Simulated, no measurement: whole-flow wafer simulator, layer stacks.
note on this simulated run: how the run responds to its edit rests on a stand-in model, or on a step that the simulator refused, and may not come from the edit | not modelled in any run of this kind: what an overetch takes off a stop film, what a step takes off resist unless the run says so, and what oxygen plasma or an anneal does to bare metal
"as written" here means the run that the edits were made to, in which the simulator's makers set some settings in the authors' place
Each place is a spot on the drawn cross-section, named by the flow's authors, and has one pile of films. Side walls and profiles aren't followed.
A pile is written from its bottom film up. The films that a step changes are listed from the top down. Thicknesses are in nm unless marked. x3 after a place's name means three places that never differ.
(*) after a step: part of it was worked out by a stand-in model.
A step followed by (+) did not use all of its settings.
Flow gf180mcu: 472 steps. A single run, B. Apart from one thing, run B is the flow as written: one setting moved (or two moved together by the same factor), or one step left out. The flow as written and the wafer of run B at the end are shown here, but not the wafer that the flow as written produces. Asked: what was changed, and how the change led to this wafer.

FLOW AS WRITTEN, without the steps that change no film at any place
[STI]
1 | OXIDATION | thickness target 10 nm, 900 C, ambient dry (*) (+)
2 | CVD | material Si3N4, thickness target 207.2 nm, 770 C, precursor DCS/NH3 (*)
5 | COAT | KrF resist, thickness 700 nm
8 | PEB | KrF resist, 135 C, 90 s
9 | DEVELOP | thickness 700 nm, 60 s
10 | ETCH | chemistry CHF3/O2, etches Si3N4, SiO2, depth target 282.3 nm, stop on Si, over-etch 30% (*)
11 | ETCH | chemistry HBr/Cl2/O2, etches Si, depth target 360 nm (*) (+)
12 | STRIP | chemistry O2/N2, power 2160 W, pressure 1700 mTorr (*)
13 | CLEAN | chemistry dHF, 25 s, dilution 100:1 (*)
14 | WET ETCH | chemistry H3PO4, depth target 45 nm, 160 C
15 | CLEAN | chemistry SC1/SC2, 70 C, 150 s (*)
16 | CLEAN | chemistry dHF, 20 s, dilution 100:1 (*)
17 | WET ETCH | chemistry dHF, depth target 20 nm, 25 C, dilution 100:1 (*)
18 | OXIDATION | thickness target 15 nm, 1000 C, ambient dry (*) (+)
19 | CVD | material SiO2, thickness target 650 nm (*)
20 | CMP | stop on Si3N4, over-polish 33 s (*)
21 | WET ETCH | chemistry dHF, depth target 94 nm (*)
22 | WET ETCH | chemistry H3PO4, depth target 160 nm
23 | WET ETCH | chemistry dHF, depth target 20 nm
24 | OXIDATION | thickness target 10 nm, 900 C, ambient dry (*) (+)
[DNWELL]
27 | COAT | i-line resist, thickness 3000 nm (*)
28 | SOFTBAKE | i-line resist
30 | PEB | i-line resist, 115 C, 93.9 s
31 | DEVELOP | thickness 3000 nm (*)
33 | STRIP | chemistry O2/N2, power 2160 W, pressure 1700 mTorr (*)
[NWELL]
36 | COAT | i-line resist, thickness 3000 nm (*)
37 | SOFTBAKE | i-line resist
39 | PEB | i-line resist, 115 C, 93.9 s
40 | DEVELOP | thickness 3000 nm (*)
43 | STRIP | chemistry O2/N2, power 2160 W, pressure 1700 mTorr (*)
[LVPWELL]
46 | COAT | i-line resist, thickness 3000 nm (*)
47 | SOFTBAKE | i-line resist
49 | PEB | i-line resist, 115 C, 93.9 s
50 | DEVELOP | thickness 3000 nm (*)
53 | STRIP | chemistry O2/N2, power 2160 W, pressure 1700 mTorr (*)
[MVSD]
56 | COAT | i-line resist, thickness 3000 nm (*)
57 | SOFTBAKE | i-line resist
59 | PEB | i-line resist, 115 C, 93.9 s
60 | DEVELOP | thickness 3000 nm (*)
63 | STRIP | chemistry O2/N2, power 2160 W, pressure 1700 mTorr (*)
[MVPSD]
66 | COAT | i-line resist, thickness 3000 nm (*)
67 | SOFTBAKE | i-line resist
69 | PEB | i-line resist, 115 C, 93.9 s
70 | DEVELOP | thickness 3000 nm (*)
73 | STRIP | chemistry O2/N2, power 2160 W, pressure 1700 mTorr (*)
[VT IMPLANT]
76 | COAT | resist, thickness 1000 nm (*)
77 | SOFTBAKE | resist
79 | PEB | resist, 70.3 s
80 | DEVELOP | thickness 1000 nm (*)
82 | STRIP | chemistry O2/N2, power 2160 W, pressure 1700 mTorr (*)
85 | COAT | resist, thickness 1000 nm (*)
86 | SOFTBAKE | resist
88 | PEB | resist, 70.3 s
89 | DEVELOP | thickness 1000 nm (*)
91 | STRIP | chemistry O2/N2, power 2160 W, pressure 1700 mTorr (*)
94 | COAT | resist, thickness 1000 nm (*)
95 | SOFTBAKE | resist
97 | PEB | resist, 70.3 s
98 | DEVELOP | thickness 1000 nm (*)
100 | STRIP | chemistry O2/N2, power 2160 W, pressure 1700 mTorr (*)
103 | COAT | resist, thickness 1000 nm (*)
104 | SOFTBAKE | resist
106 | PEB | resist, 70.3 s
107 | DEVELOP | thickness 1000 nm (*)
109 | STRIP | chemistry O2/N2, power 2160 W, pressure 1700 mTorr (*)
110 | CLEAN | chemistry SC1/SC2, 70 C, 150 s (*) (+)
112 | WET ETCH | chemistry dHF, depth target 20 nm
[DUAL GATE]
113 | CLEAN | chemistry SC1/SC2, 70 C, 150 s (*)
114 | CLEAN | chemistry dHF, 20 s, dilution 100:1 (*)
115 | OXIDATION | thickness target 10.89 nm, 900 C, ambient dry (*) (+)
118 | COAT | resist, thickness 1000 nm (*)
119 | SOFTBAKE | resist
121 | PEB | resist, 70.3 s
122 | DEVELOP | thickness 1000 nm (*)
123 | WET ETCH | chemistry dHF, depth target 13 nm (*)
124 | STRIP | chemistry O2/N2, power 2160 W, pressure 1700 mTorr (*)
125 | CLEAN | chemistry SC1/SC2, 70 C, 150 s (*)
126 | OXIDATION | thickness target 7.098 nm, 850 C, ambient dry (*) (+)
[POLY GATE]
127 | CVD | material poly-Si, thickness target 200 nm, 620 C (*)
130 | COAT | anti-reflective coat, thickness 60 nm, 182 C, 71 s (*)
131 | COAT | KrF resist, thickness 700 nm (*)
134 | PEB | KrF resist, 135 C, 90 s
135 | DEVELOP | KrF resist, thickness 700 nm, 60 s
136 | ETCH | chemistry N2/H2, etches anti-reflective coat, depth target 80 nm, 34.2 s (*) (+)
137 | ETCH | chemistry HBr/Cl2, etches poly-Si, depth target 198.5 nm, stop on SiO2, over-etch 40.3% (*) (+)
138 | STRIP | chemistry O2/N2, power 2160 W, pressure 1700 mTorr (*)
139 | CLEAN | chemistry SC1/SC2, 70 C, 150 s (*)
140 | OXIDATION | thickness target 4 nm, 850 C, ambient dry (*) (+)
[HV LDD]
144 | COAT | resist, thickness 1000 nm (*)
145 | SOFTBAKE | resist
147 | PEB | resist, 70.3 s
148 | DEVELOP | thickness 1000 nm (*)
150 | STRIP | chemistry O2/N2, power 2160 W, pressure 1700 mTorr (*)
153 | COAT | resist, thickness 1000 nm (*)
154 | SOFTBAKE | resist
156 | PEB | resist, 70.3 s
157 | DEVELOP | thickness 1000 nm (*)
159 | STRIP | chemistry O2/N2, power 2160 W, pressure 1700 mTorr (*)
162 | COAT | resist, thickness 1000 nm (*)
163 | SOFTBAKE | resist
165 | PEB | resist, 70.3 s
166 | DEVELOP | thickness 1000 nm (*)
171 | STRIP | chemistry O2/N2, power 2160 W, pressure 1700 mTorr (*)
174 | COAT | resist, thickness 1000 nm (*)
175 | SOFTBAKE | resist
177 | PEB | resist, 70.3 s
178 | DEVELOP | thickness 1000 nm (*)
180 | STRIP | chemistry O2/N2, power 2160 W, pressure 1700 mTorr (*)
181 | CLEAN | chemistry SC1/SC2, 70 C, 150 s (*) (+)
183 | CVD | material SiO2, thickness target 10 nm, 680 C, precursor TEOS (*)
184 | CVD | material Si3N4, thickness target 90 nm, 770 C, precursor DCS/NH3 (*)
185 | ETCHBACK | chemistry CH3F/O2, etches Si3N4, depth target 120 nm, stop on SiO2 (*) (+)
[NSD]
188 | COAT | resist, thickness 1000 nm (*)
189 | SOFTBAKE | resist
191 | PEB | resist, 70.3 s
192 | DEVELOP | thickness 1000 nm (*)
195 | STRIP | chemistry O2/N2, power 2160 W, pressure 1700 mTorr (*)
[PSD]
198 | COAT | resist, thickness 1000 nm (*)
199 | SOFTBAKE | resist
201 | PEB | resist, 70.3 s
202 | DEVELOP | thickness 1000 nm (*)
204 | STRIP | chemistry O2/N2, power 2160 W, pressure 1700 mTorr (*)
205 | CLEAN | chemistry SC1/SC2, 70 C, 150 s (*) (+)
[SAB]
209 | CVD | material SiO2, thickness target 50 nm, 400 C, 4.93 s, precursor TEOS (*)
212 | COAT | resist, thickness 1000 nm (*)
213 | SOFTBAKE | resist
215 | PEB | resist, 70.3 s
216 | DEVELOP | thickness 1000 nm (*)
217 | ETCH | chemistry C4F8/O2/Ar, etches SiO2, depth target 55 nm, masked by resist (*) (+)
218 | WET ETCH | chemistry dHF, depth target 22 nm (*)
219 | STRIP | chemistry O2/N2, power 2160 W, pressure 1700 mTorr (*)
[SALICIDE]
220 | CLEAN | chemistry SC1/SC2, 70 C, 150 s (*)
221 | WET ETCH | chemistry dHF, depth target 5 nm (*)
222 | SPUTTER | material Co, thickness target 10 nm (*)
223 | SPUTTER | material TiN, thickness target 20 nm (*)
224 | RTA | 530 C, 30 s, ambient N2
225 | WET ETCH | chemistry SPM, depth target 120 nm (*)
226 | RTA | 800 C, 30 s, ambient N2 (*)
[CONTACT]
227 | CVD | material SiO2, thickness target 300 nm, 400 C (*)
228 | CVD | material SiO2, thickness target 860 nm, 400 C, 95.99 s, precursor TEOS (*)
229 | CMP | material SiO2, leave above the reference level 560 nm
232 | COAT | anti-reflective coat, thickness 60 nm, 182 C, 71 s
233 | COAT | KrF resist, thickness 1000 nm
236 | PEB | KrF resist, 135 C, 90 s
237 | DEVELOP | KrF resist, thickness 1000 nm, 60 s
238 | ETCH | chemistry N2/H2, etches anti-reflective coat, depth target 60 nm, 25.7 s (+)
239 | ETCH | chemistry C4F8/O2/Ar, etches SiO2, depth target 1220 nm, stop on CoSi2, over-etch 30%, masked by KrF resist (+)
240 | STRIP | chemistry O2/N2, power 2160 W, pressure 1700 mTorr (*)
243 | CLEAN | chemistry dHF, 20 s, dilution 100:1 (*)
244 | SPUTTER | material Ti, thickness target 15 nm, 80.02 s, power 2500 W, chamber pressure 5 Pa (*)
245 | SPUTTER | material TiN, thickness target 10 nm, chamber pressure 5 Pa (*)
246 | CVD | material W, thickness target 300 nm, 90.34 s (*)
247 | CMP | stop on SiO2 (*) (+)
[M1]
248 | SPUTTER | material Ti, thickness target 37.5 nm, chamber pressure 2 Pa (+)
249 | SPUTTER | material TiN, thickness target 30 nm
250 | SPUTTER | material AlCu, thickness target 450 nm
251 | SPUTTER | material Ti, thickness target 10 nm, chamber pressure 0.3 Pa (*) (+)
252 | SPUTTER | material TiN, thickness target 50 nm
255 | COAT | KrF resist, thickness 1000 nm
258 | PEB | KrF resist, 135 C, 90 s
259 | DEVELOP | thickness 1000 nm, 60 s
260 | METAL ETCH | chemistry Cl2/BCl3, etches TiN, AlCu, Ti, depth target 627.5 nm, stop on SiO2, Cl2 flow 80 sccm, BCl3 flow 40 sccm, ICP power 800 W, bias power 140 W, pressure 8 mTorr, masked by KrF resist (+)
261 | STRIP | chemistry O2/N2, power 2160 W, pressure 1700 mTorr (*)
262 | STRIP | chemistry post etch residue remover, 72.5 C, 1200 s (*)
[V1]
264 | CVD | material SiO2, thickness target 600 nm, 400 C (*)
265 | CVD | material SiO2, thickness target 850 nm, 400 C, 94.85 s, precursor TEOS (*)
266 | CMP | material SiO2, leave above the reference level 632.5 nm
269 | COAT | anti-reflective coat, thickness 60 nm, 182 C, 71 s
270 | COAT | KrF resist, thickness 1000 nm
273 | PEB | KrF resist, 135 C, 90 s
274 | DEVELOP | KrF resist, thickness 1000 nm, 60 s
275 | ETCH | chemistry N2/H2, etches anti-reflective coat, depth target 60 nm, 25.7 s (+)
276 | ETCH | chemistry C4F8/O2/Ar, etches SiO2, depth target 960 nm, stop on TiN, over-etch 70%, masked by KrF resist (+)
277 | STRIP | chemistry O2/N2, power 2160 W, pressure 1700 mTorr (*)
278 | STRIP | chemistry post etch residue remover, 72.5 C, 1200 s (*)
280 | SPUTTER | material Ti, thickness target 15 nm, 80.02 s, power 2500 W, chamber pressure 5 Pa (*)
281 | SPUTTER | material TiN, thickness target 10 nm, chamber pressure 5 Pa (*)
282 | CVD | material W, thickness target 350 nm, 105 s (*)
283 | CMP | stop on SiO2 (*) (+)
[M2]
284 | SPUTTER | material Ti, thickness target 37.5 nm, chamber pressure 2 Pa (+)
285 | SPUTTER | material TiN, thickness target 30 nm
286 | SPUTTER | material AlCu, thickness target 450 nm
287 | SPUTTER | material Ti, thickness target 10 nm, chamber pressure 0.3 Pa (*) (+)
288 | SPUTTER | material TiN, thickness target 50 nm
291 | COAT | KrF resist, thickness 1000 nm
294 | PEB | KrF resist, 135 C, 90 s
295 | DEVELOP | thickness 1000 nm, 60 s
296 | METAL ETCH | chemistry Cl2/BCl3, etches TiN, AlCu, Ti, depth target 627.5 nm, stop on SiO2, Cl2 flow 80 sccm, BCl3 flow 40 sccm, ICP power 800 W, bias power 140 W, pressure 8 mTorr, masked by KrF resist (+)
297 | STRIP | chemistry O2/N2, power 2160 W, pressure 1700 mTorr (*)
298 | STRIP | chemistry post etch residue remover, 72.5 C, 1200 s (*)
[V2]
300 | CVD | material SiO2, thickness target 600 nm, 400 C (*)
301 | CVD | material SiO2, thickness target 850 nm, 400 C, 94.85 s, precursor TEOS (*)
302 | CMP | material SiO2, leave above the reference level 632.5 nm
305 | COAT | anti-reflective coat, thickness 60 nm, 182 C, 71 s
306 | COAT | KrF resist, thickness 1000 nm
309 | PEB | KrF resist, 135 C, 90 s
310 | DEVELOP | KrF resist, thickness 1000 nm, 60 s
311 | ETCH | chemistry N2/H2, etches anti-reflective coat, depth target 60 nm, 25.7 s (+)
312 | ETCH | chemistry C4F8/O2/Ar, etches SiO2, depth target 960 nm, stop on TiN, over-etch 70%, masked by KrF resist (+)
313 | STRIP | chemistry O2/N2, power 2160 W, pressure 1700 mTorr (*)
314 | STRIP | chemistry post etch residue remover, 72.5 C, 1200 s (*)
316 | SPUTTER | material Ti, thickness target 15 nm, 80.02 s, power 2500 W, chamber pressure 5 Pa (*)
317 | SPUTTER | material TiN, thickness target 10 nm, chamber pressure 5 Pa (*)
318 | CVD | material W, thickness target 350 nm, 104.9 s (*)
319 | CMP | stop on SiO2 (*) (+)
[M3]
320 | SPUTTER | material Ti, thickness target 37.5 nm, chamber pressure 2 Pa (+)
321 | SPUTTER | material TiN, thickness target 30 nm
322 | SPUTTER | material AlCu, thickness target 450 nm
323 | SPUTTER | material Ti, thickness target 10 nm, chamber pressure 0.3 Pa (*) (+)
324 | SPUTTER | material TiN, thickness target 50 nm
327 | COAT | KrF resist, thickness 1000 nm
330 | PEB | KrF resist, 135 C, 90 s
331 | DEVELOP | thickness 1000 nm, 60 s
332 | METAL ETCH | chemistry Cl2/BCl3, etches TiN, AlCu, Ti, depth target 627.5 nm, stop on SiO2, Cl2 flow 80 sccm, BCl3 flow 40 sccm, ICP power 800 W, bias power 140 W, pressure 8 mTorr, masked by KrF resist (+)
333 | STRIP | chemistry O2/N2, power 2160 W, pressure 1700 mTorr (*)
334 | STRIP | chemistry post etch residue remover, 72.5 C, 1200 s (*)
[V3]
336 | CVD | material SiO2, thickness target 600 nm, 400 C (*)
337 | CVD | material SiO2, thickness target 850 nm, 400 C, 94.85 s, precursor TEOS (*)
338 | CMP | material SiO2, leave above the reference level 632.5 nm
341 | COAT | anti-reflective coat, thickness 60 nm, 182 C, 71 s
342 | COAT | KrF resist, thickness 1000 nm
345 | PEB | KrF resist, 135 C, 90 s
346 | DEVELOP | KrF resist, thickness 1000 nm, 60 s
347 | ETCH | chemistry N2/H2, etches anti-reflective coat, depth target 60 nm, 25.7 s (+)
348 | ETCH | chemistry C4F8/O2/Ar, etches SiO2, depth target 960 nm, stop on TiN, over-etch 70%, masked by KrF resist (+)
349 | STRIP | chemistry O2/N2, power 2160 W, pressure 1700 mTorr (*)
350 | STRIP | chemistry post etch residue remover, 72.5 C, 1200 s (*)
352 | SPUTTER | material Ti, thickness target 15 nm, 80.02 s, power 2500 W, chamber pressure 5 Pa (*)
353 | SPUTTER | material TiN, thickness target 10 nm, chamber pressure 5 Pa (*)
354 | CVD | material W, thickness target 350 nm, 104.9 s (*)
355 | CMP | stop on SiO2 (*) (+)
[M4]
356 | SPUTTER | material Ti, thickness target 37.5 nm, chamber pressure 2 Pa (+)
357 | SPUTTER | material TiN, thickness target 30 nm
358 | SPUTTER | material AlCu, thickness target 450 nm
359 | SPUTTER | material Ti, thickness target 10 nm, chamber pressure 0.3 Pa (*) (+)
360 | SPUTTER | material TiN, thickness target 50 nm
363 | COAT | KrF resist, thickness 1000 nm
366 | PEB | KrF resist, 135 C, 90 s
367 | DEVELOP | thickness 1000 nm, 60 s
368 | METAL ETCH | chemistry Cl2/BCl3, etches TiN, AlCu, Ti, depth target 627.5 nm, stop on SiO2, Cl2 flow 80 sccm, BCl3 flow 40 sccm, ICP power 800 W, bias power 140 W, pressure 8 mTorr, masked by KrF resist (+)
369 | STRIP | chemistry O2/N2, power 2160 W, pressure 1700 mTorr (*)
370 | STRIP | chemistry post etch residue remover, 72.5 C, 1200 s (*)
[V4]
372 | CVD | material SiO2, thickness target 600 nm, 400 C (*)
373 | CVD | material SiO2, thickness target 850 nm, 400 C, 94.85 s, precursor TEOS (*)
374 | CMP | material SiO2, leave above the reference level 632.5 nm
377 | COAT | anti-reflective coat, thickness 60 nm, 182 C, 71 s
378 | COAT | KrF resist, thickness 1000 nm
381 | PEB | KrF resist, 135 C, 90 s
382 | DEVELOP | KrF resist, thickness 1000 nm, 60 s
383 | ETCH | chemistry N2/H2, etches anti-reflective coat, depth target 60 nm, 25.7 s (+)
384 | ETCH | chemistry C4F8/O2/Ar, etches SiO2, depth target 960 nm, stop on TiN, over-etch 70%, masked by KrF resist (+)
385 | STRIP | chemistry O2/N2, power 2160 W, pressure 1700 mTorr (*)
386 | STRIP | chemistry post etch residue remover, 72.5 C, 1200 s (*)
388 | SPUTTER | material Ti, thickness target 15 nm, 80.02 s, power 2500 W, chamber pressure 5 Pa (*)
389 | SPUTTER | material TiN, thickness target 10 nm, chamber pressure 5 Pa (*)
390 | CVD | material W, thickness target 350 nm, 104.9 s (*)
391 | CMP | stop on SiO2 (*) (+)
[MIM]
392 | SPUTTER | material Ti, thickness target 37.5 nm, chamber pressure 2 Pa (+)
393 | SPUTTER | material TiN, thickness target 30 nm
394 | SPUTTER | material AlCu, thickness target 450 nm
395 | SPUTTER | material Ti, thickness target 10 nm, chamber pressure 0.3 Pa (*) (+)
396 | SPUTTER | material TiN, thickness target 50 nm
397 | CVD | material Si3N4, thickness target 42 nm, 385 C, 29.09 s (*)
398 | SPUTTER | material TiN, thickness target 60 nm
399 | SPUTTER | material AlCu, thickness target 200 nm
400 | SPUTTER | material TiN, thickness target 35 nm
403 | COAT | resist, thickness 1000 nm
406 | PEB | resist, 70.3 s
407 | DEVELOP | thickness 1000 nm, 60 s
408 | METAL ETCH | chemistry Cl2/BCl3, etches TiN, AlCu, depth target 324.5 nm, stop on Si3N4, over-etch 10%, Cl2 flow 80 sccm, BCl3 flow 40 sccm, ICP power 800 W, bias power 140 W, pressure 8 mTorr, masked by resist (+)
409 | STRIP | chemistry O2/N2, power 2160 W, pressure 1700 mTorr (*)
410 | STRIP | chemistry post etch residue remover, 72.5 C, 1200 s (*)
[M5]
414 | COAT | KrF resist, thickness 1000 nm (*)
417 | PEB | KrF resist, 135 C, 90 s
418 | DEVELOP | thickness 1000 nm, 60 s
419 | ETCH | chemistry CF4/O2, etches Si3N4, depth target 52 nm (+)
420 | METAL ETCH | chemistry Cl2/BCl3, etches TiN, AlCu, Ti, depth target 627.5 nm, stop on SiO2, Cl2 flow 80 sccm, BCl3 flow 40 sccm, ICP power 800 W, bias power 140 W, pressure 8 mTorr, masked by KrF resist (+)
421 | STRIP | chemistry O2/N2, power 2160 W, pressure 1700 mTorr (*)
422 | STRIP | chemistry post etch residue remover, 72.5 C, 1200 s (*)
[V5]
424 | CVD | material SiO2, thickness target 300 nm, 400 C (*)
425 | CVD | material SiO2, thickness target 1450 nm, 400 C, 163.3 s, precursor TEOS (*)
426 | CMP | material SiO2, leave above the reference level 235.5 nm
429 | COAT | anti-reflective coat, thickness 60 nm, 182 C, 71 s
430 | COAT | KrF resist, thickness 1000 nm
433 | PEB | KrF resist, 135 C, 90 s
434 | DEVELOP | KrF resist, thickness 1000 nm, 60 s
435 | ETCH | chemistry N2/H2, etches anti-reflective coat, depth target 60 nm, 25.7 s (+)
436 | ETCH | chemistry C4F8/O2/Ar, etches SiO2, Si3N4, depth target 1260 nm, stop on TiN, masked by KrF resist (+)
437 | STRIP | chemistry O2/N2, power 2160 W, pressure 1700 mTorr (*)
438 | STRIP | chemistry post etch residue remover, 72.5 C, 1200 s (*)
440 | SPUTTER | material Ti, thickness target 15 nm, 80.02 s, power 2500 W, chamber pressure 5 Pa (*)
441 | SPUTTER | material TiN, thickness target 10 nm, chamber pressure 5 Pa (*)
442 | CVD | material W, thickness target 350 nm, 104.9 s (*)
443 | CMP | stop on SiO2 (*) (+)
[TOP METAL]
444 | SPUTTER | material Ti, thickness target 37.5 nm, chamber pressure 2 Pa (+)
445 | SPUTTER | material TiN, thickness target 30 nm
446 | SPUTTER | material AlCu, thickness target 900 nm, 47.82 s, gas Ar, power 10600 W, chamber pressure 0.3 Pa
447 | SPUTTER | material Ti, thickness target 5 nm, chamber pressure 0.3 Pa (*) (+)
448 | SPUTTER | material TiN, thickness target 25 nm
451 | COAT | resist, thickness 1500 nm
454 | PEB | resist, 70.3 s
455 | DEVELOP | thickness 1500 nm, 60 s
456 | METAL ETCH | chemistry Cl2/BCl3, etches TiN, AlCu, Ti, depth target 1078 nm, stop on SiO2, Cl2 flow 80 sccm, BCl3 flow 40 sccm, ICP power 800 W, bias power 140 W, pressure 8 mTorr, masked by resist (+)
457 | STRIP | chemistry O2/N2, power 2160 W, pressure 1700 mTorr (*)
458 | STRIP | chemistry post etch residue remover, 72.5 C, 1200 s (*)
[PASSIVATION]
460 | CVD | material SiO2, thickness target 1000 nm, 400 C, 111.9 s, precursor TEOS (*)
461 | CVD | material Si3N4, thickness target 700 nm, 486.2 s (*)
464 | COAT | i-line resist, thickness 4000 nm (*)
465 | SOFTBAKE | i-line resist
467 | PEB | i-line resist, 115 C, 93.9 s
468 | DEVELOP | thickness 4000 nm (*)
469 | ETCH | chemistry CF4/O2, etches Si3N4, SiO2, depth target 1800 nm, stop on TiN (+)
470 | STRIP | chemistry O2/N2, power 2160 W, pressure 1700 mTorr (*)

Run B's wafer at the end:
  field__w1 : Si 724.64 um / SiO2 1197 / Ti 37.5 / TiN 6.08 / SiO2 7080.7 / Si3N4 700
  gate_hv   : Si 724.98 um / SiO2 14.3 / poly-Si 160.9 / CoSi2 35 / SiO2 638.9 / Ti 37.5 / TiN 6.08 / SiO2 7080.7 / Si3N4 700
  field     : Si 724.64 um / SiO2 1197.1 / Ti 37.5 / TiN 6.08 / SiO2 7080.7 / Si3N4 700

The reason: step 250, SPUTTER: thickness target 544 nm was run, while the flow as written has thickness target 450 nm.

The path from the change to this, step by step:
  250 | SPUTTER | material AlCu, thickness target 450 nm
      field, field__w1, field__w2 and 108 more: +544 AlCu (new film) (as written it would have been: +450 AlCu (new film))
  260 | METAL ETCH | chemistry Cl2/BCl3, etches TiN, AlCu, Ti, depth target 627.5 nm, stop on SiO2, Cl2 flow 80 sccm, BCl3 flow 40 sccm, ICP power 800 W, bias power 140 W, pressure 8 mTorr, masked by KrF resist (+)
      field, field__w1, field__w2 and 99 more: -50 TiN (all of it), -10 Ti (all of it), -544 AlCu (all of it), -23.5 TiN (as written it would have been: -50 TiN (all of it), -10 Ti (all of it), -450 AlCu (all of it), -30 TiN (all of it), -37.5 Ti (all of it))
  264 | CVD | material SiO2, thickness target 600 nm, 400 C (*)
      field, field__w1, field__w2 and 99 more: +600 SiO2 (new film) (as written it would have been: +600 SiO2)
  266 | CMP | material SiO2, leave above the reference level 632.5 nm
      field, field__w1, field__w2 and 99 more: -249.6 SiO2 (as written it would have been: -300 SiO2)
With metal films that touch counted as one body, field__w1 has 1 body; the flow as written gives 0 bodies.
With metal films that touch counted as one body, gate_hv has 2 bodies (between them, from the top down: SiO2 638.9); the flow as written gives 1 body.
With metal films that touch counted as one body, field has 1 body; the flow as written gives 0 bodies.
